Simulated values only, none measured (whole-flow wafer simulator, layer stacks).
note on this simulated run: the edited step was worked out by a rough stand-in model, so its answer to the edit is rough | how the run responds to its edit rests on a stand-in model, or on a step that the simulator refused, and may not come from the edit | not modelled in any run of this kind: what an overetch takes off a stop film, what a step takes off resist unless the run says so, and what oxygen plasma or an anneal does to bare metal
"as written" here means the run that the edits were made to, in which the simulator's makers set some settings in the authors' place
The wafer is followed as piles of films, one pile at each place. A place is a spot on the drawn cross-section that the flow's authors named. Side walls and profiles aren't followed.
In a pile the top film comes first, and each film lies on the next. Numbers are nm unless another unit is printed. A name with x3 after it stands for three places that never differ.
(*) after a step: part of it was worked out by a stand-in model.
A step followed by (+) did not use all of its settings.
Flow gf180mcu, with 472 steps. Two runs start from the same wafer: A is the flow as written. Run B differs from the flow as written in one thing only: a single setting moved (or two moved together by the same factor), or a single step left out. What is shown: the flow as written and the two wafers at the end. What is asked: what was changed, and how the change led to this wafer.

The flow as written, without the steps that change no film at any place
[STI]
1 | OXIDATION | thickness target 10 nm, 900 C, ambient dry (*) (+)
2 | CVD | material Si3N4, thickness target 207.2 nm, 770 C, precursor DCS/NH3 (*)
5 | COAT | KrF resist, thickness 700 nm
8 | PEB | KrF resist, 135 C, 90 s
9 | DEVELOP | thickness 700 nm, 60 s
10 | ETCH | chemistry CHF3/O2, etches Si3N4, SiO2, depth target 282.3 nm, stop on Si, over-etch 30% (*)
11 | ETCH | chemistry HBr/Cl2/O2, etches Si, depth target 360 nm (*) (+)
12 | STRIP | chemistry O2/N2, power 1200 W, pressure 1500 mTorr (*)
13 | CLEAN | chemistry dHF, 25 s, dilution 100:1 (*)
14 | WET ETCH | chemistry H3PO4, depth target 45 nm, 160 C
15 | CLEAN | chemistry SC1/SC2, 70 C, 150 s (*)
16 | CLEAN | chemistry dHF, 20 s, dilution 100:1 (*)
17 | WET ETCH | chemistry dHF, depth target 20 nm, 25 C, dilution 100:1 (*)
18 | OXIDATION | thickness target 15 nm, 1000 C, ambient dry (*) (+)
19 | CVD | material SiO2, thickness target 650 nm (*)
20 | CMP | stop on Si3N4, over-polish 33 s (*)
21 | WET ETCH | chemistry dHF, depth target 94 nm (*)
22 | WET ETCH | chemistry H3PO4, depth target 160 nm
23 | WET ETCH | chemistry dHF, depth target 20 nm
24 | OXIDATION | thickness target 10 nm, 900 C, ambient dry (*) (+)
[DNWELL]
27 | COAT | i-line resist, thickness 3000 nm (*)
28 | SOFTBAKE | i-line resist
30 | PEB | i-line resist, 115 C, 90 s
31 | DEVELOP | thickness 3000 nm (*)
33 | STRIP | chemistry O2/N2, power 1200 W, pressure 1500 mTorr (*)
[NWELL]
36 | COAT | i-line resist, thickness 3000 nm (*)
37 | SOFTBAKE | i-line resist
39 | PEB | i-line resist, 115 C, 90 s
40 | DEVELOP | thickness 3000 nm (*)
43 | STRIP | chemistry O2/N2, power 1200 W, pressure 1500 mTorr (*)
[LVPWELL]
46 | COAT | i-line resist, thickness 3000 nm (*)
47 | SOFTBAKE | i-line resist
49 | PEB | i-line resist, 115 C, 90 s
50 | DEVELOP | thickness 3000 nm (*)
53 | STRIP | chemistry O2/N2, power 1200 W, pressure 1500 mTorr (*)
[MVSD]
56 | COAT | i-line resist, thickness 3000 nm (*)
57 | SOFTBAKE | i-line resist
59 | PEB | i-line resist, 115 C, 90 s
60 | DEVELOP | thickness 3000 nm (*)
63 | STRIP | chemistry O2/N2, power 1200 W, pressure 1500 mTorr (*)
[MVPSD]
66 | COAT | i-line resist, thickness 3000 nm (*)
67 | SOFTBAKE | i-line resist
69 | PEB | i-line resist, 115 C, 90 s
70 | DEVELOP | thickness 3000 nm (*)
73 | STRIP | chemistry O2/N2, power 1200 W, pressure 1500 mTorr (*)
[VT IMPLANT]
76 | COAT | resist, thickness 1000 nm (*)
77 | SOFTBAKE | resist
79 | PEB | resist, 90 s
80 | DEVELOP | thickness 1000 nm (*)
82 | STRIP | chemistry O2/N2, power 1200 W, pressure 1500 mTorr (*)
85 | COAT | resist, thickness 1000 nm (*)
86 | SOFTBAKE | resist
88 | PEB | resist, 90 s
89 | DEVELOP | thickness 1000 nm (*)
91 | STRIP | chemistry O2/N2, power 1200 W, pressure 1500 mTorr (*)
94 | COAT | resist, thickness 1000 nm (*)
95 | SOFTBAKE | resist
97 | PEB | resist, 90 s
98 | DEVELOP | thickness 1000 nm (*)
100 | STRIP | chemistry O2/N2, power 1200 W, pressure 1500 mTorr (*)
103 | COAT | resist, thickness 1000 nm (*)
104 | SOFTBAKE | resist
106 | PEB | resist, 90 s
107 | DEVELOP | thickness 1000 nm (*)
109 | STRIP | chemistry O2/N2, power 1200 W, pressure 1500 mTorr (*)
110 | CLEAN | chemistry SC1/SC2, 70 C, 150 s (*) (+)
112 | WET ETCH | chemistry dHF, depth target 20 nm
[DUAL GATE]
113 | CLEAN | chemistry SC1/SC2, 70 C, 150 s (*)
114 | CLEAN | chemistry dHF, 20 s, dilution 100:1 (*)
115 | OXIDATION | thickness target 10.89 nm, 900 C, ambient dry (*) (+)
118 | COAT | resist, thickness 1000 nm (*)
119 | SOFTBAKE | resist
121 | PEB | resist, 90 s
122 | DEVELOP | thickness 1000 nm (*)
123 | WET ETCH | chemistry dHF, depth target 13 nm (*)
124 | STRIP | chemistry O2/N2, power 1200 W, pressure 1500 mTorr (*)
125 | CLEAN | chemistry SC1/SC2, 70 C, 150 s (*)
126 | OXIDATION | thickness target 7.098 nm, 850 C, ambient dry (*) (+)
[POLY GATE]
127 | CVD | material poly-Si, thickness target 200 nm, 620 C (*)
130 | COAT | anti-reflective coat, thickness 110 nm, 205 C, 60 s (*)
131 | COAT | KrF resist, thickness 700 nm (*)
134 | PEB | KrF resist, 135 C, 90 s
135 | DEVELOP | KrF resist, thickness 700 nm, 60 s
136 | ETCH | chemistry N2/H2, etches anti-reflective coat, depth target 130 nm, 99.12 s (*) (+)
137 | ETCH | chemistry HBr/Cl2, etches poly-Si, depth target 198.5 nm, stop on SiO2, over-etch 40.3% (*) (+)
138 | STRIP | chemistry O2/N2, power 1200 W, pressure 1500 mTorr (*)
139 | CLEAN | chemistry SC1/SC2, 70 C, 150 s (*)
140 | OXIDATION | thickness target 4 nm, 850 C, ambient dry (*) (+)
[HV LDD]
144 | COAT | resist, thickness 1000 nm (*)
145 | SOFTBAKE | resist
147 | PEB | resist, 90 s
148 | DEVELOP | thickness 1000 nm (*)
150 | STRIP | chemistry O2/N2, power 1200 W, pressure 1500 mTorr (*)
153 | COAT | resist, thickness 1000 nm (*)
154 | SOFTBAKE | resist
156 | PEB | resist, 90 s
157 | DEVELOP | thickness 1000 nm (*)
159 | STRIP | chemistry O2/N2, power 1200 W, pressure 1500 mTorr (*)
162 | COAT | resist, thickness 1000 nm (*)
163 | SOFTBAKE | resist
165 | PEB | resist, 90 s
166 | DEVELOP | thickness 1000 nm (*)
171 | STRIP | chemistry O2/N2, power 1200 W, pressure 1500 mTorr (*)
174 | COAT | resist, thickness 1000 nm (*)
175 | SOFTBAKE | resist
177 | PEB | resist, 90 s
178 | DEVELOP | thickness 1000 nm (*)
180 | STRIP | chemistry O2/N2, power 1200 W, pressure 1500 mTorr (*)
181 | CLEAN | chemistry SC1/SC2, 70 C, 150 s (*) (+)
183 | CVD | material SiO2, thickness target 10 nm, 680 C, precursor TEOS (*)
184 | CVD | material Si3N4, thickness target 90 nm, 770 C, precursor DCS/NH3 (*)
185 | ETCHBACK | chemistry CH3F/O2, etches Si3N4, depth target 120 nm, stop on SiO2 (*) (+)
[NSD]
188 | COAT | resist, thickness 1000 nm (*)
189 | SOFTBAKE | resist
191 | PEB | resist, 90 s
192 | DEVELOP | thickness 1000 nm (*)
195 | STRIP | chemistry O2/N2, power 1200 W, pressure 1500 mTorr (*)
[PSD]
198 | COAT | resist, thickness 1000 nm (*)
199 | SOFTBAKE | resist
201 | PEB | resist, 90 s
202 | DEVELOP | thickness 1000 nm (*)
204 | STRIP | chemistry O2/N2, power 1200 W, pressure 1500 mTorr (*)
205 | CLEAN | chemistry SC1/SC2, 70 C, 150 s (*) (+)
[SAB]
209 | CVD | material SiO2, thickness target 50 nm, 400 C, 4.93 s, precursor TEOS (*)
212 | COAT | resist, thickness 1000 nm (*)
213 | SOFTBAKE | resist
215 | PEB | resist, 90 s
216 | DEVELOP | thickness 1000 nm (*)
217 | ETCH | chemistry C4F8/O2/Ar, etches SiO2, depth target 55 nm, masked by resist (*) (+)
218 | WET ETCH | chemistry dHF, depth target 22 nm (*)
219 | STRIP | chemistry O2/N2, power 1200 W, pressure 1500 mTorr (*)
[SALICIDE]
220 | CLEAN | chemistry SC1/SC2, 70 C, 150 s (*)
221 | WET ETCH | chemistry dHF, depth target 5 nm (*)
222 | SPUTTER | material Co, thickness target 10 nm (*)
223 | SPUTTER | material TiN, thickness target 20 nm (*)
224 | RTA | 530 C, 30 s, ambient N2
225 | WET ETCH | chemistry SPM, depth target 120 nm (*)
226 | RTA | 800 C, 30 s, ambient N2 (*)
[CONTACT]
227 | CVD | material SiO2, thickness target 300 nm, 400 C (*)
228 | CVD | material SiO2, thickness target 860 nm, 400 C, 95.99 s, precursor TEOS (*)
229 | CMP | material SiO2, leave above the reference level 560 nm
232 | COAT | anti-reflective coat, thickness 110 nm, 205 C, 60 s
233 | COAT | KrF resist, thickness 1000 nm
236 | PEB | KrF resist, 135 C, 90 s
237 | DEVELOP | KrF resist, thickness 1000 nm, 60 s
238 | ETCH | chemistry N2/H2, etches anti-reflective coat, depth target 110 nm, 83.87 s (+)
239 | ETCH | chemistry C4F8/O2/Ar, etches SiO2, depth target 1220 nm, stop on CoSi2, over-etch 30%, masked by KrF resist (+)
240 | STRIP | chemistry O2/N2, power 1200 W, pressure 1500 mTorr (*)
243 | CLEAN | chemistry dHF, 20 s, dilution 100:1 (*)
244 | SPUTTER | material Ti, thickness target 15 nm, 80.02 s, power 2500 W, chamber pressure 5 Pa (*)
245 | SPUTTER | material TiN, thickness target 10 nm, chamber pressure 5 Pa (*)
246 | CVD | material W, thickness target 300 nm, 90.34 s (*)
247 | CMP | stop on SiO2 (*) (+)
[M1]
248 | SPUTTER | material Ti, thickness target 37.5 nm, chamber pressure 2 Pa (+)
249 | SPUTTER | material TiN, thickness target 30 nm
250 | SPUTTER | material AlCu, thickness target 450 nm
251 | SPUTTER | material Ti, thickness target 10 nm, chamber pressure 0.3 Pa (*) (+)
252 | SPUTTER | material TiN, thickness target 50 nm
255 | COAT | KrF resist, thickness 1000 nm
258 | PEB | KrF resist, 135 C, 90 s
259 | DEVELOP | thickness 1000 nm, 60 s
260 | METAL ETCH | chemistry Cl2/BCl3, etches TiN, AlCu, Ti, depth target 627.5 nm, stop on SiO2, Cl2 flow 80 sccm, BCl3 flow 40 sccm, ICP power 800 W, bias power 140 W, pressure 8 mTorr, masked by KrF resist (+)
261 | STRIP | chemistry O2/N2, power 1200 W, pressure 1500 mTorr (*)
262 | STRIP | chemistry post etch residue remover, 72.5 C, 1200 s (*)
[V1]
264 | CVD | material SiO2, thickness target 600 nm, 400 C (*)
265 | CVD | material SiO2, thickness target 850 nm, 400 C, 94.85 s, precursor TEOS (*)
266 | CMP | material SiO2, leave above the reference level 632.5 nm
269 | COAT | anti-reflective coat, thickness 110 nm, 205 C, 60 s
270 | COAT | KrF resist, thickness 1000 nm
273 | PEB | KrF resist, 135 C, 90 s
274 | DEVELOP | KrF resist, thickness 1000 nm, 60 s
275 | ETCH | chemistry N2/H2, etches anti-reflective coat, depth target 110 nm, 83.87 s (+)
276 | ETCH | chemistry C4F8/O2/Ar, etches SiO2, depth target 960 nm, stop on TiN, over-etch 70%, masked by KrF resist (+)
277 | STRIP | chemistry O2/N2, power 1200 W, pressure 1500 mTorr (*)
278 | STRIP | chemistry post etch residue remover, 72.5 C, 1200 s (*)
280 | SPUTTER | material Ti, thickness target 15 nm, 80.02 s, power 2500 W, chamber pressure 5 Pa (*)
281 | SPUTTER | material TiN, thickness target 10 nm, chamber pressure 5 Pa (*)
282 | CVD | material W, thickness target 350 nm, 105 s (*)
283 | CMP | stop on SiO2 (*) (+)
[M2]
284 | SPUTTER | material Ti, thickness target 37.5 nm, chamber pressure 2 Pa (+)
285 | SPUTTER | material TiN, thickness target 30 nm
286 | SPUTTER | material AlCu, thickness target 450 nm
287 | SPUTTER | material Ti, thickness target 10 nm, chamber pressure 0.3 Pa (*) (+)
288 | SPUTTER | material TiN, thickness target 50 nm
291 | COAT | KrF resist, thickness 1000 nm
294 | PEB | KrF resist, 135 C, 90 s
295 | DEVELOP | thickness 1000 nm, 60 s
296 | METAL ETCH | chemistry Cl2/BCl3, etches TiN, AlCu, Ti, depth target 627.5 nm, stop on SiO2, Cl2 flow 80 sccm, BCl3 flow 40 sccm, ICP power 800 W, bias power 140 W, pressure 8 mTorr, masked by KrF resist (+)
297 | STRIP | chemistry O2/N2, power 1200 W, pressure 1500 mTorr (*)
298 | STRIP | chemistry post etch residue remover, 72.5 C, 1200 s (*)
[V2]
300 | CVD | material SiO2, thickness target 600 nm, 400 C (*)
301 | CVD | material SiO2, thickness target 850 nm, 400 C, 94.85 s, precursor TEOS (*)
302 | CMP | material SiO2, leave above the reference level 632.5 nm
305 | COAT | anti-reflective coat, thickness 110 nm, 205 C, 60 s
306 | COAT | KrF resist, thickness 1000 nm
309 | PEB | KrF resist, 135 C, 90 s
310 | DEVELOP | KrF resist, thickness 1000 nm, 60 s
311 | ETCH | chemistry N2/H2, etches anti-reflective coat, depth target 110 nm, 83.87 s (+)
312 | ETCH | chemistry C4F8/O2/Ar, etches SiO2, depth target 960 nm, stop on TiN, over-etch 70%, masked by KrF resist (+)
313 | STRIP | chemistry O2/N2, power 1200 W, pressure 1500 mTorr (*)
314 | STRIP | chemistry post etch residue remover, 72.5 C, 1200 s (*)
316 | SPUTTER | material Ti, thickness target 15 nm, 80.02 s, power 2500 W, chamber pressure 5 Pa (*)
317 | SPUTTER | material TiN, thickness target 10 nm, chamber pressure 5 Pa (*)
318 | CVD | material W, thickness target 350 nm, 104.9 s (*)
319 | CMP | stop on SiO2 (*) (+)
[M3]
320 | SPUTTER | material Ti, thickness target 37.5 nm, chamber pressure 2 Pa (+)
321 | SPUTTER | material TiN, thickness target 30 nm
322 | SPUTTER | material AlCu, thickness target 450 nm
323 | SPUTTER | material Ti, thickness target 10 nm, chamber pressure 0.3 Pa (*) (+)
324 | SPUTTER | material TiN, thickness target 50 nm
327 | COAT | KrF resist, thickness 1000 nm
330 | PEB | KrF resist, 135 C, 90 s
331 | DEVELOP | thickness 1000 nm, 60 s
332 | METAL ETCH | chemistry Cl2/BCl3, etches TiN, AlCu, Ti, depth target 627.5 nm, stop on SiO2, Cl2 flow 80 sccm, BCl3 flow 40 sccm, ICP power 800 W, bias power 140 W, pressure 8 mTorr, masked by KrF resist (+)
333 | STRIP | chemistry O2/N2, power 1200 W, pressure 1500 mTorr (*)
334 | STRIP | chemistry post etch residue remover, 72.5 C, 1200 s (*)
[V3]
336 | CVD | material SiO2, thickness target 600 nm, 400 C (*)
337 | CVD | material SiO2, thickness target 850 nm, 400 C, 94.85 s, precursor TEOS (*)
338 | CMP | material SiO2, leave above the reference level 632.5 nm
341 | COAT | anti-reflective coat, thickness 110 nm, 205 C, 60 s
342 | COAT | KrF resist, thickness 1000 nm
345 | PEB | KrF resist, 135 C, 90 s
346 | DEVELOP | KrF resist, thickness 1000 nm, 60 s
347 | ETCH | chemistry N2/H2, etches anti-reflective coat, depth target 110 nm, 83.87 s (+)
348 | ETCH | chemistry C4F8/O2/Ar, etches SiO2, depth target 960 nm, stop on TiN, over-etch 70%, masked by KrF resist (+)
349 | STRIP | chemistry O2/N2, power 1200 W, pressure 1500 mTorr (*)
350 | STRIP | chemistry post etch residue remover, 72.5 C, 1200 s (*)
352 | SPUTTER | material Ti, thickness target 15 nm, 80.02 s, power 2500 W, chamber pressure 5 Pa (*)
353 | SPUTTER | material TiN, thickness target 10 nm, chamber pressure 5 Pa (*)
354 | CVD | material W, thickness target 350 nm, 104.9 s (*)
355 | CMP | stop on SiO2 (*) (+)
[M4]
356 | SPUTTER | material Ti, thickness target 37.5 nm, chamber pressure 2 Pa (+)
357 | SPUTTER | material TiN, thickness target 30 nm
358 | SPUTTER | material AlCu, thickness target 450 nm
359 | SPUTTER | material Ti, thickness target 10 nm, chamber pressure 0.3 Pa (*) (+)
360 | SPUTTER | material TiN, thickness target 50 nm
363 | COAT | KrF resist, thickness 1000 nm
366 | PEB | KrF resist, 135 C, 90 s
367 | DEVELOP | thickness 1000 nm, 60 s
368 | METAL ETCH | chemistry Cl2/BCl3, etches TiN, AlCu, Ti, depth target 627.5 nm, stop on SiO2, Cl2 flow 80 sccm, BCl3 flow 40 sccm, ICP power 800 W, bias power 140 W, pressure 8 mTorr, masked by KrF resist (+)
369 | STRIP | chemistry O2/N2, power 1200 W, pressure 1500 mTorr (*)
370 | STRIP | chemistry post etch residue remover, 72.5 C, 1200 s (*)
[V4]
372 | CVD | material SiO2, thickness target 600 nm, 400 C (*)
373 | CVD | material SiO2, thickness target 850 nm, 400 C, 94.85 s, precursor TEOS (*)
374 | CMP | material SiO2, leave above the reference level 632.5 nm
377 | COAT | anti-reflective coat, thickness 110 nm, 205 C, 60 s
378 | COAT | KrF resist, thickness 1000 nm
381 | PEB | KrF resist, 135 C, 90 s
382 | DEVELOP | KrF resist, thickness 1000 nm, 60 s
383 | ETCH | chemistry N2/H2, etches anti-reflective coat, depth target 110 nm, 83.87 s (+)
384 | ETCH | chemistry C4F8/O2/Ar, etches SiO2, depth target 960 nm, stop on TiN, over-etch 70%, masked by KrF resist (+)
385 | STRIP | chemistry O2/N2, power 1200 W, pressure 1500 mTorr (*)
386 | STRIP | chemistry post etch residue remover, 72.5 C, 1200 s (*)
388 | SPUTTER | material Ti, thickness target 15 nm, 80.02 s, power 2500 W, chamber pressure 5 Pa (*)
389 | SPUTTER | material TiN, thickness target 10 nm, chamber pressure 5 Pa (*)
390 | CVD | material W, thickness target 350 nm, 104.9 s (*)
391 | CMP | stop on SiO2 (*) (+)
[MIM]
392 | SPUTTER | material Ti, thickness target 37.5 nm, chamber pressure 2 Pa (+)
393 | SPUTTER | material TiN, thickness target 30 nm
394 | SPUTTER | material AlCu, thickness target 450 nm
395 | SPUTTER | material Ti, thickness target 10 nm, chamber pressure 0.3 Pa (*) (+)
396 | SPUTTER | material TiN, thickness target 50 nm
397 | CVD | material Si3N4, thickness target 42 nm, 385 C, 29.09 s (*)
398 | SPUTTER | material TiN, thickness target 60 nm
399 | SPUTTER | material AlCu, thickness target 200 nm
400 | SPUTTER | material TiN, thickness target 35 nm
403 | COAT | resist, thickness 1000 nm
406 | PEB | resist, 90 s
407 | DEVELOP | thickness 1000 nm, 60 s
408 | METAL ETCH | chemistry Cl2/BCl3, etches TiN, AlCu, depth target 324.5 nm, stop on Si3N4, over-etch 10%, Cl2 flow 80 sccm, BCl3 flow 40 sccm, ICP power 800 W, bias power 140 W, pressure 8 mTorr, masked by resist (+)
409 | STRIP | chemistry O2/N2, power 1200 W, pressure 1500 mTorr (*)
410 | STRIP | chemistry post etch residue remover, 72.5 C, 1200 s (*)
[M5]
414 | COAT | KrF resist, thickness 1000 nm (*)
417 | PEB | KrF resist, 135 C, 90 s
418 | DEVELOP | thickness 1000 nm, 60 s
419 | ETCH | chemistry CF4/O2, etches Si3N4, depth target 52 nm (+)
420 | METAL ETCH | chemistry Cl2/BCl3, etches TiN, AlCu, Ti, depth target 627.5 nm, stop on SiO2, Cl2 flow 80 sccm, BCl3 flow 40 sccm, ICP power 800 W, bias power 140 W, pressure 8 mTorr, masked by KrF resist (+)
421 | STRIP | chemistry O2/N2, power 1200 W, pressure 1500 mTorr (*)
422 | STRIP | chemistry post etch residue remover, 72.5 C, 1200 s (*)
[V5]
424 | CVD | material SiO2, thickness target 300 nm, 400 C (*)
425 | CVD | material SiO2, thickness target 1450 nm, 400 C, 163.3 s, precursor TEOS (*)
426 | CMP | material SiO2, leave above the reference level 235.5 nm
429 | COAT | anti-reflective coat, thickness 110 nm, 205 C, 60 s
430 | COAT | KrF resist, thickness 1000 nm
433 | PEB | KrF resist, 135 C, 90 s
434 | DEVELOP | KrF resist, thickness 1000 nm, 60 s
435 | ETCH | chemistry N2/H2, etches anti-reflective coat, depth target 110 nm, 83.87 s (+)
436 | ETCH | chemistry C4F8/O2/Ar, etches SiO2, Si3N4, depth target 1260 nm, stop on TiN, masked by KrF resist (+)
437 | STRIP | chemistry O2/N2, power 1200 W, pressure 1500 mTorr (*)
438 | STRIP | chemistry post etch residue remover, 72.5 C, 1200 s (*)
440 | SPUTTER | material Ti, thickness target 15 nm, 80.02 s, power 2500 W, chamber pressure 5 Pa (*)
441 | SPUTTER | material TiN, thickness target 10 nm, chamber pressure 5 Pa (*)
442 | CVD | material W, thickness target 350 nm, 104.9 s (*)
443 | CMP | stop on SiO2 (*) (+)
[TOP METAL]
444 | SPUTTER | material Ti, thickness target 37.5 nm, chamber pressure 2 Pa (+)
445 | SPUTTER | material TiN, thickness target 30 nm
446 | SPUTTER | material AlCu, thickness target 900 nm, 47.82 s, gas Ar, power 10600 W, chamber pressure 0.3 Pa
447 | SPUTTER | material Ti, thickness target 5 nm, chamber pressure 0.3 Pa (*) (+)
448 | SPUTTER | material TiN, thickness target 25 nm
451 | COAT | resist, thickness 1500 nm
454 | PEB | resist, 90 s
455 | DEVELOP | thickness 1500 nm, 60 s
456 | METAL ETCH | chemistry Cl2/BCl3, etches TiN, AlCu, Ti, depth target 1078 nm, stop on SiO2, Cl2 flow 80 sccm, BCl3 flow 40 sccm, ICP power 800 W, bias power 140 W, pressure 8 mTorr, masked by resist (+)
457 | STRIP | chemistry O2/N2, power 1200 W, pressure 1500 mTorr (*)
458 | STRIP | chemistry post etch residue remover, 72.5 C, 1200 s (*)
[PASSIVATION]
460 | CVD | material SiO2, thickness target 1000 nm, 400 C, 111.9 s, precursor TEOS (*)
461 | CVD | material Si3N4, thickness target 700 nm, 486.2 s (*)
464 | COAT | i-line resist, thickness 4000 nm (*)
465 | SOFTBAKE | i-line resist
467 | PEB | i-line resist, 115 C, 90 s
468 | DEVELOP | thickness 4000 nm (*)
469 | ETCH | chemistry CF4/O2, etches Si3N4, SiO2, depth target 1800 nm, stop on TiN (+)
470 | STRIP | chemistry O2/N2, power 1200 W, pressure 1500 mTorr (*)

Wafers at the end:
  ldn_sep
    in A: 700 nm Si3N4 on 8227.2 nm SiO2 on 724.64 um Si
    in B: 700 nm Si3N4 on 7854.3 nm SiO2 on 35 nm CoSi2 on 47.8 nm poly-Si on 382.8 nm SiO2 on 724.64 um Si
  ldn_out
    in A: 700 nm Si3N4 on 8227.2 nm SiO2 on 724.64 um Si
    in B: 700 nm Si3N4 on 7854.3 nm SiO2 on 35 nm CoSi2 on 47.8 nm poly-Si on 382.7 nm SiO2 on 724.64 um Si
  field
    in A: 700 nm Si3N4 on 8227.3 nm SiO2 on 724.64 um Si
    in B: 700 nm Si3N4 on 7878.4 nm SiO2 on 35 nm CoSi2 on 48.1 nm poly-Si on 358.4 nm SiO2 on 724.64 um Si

What caused this: step 137, ETCH: depth target 79.4 nm was run, though the flow has depth target 198.5 nm.

How this came from the change, step by step:
  137 | ETCH | chemistry HBr/Cl2, etches poly-Si, depth target 198.5 nm, stop on SiO2, over-etch 40.3% (*) (+)
      field, field__w3, field__w12 and 10 more: A -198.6 poly-Si (all of it), -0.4 SiO2 | B -111.4 poly-Si
      active, n_well, sd_p and 9 more: A -198.7 poly-Si (all of it), -0.4 SiO2 | B -111.4 poly-Si
      (as well as at 67 more places)
  138 | STRIP | chemistry O2/N2, power 1200 W, pressure 1500 mTorr (*)
      field, field__w2, field__w3 and 29 more: A nothing | B +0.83 chemical SiO2 (new film), -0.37 poly-Si
      field__w1, field__w6, field_sub__w3 and 29 more: A nothing | B +0.83 chemical SiO2 (new film), -0.36 poly-Si
      (as well as at 28 more places)
  139 | CLEAN | chemistry SC1/SC2, 70 C, 150 s (*)
      field, field__w1, field__w2 and 34 more: A -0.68 SiO2 | B -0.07 chemical SiO2, -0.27 poly-Si
  140 | OXIDATION | thickness target 4 nm, 850 C, ambient dry (*) (+)
      field, field__w1, field__w2 and 21 more: A +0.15 SiO2, -0.07 Si | B +4 SiO2 (new film), -0.76 chemical SiO2 (all of it), -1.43 poly-Si
      active_hv, active_nat, ld_sd_n and 11 more: A +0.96 SiO2, -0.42 Si | B +4 SiO2 (new film), -0.76 chemical SiO2 (all of it), -1.43 poly-Si
      (as well as at 26 more places)
  144 | COAT | resist, thickness 1000 nm (*)
      field_sub__w4: A +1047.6 resist (new film) | B +1021.2 resist (new film)
      gate: A +837.4 resist (new film) | B +912.9 resist (new film)
      (as well as at 34 more places)
  145 | SOFTBAKE | resist
      ldn_sep, ldp_sep__w1: A +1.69 resist | B +0.9 resist
      ldn_sep__w1, ldp_sep: A +1.58 resist | B +0.87 resist
      (as well as at 46 more places)
  147 | PEB | resist, 90 s
      field__w7, field__w12: A -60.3 resist | B -58.9 resist
      field__w11, field__w13: A -59.9 resist | B -58.7 resist
      (as well as at 36 more places)
  148 | DEVELOP | thickness 1000 nm (*)
      gate: A -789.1 resist (all of it) | B -860.6 resist (all of it)
      npoly_u: A -790.2 resist (all of it) | B -858.1 resist (all of it)
      (as well as at 3 more places)
  150 | STRIP | chemistry O2/N2, power 1200 W, pressure 1500 mTorr (*)
      field_sub__w4: A -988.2 resist (all of it) | B -963 resist (all of it)
      gate_hv: A -795.2 resist (all of it) | B -860.5 resist (all of it)
      (as well as at 29 more places)
  153 | COAT | resist, thickness 1000 nm (*)
      field_sub__w4: A +1047.6 resist (new film) | B +1021.2 resist (new film)
      gate: A +837.4 resist (new film) | B +912.9 resist (new film)
      (as well as at 34 more places)
  154 | SOFTBAKE | resist
      ldn_sep, ldp_sep__w1: A +1.69 resist | B +0.9 resist
      ldn_sep__w1, ldp_sep: A +1.58 resist | B +0.87 resist
      (as well as at 46 more places)
  156 | PEB | resist, 90 s
      field__w7, field__w12: A -60.3 resist | B -58.9 resist
      field__w11, field__w13: A -59.9 resist | B -58.7 resist
      (as well as at 36 more places)
  157 | DEVELOP | thickness 1000 nm (*)
      gate_p: A -795.2 resist (all of it) | B -864.1 resist (all of it)
      ppoly_u: A -793.1 resist (all of it) | B -859.9 resist (all of it)
      (as well as at 3 more places)
  159 | STRIP | chemistry O2/N2, power 1200 W, pressure 1500 mTorr (*)
      field_sub__w4: A -988.2 resist (all of it) | B -963 resist (all of it)
      gate: A -789.1 resist (all of it) | B -860.6 resist (all of it)
      (as well as at 29 more places)
  162 | COAT | resist, thickness 1000 nm (*)
      field_sub__w4: A +1047.6 resist (new film) | B +1021.2 resist (new film)
      gate: A +837.4 resist (new film) | B +912.9 resist (new film)
      (as well as at 34 more places)
  163 | SOFTBAKE | resist
      ldn_sep, ldp_sep__w1: A +1.69 resist | B +0.9 resist
      ldn_sep__w1, ldp_sep: A +1.58 resist | B +0.87 resist
      (as well as at 46 more places)
  ... another 36 steps ...
  246 | CVD | material W, thickness target 300 nm, 90.34 s (*)
      polyc_n, polyc_p: A +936 W (new film) | B +1028.6 W (new film)
Taking metal films that touch as one body, ldn_sep has 1 body; the flow as written gives 0 bodies.
Taking metal films that touch as one body, ldn_out has 1 body; the flow as written gives 0 bodies.
Taking metal films that touch as one body, field has 1 body; the flow as written gives 0 bodies.
